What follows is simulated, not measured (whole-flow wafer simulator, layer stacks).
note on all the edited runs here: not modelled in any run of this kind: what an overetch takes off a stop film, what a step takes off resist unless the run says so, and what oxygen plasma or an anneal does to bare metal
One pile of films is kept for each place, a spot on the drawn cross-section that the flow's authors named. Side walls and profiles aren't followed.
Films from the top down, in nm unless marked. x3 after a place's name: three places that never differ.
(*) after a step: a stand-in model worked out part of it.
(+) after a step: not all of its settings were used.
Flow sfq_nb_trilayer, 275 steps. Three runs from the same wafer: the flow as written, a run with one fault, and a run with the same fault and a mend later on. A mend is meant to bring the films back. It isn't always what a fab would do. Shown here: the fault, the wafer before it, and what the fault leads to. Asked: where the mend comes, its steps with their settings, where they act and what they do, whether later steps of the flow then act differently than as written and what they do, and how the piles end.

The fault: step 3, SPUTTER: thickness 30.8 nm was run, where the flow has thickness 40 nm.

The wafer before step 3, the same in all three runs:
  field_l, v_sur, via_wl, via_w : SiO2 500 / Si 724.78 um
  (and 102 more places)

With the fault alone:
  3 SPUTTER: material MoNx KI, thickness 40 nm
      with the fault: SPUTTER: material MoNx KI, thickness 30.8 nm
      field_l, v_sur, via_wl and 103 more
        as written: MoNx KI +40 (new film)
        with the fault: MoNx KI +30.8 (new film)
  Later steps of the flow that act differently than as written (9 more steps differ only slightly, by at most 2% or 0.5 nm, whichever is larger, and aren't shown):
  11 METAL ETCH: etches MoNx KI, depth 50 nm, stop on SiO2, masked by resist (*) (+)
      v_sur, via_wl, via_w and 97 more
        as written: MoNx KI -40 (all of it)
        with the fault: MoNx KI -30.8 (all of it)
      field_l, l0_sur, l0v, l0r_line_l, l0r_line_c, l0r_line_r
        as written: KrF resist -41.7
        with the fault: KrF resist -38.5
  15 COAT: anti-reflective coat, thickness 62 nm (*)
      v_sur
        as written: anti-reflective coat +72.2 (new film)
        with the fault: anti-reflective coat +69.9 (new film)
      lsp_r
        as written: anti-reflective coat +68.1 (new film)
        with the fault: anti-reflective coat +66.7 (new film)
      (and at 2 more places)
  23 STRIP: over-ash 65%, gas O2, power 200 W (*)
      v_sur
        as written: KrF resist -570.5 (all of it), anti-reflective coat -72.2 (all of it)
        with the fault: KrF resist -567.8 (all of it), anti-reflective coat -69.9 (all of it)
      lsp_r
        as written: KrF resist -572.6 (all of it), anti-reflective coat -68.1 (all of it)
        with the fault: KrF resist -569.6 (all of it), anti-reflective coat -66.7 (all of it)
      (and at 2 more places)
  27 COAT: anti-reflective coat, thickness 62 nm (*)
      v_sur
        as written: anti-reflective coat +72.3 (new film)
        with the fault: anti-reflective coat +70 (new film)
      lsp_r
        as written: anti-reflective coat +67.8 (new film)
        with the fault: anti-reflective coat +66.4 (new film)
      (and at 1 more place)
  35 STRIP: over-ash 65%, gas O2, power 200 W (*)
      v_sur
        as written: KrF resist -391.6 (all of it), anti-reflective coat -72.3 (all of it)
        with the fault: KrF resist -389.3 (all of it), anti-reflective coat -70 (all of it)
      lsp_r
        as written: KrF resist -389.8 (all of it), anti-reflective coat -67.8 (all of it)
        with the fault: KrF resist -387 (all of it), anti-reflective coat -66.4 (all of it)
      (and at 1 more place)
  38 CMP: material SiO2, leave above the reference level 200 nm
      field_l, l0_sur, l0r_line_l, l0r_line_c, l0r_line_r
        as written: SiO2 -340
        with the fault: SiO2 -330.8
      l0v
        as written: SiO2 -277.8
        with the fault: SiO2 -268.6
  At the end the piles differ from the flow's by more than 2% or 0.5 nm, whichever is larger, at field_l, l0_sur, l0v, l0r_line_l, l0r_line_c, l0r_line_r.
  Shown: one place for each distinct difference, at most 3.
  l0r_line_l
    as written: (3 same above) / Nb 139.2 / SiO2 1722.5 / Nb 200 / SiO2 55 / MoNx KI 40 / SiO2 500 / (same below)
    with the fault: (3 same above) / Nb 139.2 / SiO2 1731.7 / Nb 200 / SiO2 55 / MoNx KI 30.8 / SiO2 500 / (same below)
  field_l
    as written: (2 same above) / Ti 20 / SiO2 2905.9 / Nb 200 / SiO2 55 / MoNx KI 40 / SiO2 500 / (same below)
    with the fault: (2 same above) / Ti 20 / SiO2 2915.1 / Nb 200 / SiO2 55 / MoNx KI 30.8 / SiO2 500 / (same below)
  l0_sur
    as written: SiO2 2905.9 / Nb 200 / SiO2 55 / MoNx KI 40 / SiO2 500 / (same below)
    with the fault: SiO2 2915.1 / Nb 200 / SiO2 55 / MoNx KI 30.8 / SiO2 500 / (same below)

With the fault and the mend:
  The mend comes after step 3.
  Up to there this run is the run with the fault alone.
  3a SPUTTER: material MoNx KI, thickness 9.2 nm (the flow's step 3 once more, with other settings)
      field_l, v_sur, via_wl and 103 more
        MoNx KI +9.2
  No later step of the flow acts differently than as written at any place that is followed.
  At the end the piles are the same as the flow's at every place that both follow.
